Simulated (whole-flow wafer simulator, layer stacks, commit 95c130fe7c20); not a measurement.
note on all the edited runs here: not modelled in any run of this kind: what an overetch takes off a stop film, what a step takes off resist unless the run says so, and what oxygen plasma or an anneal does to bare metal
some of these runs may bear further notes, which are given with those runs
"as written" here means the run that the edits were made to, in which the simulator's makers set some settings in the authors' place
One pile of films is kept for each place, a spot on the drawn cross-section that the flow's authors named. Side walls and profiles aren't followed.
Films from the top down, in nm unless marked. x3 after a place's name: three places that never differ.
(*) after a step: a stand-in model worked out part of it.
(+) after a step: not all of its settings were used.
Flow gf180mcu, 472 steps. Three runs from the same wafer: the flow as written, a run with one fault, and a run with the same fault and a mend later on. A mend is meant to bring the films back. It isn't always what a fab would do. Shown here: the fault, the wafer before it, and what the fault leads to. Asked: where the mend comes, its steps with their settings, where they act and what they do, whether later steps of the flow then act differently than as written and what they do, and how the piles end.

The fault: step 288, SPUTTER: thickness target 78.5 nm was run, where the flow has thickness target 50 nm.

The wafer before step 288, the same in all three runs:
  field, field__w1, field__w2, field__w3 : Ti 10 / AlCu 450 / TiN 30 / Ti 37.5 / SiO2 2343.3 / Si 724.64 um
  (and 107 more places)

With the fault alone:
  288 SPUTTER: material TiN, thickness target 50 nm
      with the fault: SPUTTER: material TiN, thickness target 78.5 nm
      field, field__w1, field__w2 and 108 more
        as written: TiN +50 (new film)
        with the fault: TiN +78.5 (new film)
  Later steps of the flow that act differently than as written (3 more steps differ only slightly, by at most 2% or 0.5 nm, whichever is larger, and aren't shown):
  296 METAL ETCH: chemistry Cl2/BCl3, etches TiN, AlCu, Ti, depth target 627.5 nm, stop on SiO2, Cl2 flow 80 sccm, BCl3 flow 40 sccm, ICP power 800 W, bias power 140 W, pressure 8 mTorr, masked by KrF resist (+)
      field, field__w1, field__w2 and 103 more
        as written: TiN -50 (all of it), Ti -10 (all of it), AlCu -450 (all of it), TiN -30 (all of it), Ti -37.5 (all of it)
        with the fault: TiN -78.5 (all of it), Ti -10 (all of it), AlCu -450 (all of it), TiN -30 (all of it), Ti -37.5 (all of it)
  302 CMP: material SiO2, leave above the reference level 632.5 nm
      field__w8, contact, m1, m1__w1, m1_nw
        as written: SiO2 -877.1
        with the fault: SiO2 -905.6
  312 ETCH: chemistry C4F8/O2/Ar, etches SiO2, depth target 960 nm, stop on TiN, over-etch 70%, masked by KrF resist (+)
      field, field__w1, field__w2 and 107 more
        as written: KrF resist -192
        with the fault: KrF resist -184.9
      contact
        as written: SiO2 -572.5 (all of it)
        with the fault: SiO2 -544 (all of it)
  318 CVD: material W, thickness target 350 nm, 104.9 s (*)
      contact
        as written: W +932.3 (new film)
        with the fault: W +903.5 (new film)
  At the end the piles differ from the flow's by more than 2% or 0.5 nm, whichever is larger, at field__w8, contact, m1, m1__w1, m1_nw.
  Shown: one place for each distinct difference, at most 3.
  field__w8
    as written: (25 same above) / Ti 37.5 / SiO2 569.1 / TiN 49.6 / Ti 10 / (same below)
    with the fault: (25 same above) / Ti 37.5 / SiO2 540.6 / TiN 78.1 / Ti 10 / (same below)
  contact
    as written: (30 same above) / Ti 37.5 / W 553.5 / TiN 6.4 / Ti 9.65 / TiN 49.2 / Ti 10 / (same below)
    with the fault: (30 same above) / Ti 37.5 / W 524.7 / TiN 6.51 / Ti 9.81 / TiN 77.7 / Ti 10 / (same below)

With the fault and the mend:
  The mend comes after step 288.
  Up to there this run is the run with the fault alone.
  288a METAL ETCH: chemistry Cl2/BCl3, etches TiN, AlCu, Ti, depth target 28.5 nm, Cl2 flow 80 sccm, BCl3 flow 40 sccm, ICP power 800 W, bias power 140 W, pressure 8 mTorr (the flow's step 260 once more, with other settings)
      field, field__w1, field__w2 and 108 more
        TiN -28.5
  No later step of the flow acts differently than as written at any place that is followed.
  At the end the piles are the same as the flow's at every place that both follow.
